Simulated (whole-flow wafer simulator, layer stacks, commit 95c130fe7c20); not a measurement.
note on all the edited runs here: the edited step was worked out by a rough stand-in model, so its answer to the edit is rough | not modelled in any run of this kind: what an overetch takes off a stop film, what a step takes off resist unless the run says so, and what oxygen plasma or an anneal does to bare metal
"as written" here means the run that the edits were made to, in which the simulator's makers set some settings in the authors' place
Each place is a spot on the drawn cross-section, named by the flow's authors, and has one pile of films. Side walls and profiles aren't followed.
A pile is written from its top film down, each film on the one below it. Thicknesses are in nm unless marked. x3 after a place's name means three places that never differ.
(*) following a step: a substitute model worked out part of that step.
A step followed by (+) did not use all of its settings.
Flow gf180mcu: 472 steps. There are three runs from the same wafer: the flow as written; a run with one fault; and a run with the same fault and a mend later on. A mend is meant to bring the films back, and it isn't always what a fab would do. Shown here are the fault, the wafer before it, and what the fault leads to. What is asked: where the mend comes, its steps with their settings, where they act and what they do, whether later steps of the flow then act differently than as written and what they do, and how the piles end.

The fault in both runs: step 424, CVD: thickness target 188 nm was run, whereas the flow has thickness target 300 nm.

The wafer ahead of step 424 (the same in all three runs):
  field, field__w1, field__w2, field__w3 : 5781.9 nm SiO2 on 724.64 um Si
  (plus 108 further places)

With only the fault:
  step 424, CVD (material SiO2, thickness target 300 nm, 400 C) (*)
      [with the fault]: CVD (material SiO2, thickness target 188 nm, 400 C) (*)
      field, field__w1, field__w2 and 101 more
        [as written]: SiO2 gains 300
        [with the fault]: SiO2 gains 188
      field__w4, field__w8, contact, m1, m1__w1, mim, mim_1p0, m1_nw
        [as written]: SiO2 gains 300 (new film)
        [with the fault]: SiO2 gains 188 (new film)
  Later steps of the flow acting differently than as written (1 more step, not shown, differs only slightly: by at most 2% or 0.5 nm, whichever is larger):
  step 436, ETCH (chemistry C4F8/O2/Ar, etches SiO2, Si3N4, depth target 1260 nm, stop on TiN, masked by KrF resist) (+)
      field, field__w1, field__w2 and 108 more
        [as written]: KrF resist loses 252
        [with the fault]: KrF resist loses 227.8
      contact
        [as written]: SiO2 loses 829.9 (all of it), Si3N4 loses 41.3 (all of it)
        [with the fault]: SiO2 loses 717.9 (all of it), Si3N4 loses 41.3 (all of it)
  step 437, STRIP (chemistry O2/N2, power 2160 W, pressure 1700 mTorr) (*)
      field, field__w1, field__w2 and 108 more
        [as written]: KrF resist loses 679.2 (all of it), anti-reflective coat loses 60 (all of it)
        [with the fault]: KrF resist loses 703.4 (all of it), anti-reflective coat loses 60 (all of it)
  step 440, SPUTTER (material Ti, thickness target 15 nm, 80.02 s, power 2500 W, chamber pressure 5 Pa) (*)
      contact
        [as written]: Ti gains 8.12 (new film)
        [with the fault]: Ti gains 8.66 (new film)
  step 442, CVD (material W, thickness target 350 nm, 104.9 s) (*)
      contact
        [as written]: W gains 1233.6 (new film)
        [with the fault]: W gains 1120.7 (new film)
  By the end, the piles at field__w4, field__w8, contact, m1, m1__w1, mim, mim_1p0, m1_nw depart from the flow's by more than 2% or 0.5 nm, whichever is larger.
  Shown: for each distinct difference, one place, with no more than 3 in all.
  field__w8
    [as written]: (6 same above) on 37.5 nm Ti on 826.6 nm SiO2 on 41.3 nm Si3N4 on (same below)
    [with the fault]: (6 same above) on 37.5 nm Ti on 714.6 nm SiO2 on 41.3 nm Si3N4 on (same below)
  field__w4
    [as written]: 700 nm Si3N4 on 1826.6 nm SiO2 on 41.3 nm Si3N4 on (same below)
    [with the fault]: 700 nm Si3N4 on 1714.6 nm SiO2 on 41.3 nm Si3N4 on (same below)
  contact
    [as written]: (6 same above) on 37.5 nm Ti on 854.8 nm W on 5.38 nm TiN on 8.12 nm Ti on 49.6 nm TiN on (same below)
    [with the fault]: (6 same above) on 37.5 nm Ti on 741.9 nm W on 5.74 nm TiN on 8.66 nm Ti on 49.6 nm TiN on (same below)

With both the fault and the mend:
  After step 424 comes the mend.
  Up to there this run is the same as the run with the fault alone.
  step 424a, CVD (material SiO2, thickness target 112 nm, 400 C) (*) (a further turn of the flow's step 424, with different settings)
      field, field__w1, field__w2 and 109 more
        SiO2 gains 112
  Every later step of the flow that is run acts as written at every place that is followed.
  The piles end the same as the flow's at every place that both follow.
